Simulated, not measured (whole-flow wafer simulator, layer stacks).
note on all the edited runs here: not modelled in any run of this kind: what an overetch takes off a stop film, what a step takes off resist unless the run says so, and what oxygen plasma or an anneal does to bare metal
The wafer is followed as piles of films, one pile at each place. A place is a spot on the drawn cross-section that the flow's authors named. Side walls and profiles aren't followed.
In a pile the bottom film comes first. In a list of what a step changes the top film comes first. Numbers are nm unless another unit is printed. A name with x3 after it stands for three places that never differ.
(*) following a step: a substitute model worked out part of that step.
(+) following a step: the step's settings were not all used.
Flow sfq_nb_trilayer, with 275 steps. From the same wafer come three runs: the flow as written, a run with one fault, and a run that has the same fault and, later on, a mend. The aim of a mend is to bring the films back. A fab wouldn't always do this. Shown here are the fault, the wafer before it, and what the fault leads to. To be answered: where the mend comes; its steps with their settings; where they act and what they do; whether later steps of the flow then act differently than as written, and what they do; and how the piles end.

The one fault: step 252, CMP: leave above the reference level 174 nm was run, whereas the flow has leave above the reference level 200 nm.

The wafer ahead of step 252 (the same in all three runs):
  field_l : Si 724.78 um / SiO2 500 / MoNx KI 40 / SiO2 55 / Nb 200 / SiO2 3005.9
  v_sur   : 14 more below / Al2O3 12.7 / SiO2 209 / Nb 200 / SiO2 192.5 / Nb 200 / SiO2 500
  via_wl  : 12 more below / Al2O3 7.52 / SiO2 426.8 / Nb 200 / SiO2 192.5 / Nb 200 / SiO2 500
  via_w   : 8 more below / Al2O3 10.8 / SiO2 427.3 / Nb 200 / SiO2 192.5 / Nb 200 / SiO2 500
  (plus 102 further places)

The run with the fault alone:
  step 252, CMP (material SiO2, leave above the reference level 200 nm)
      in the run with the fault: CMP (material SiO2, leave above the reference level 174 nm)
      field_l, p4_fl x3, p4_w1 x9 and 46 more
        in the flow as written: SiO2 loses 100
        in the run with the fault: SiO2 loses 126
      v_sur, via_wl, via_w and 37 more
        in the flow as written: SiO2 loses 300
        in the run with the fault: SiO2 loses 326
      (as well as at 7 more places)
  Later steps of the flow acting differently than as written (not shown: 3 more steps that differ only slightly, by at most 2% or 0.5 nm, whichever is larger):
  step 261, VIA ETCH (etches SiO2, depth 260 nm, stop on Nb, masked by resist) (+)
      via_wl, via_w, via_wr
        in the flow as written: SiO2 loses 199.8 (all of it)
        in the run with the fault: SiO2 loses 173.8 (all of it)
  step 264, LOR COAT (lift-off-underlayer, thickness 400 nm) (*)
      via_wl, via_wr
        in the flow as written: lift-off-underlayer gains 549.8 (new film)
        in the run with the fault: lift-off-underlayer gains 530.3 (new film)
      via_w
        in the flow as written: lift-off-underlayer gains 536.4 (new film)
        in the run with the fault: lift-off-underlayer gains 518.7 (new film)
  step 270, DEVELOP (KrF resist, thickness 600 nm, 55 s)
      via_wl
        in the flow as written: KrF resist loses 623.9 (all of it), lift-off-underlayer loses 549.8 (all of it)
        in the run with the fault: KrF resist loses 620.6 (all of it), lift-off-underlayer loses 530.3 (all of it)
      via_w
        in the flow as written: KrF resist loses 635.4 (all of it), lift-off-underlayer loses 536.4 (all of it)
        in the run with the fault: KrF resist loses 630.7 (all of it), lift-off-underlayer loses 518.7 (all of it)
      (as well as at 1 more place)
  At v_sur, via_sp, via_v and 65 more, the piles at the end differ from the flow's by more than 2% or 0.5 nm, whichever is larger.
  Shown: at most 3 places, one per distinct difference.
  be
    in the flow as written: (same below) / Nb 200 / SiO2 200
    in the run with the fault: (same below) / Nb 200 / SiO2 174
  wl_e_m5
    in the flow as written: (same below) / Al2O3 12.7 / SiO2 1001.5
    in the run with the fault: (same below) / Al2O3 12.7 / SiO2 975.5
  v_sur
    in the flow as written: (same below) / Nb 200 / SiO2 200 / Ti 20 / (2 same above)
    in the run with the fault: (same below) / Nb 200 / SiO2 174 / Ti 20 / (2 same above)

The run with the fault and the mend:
  After step 253 comes the mend.
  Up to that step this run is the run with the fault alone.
  step 253a, PECVD (material SiO2, thickness 26 nm, 150 C, 5.778 s, RF power 183.3 W, pressure 2.4 Torr, precursor SiH4/N2O) (the flow's step 251, run once more with other settings)
      field_l, v_sur, via_wl and 103 more
        SiO2 gains 26
  Later steps of the flow that are run all act as written at every place that is followed.
  The piles end the same as the flow's at every place that both follow.
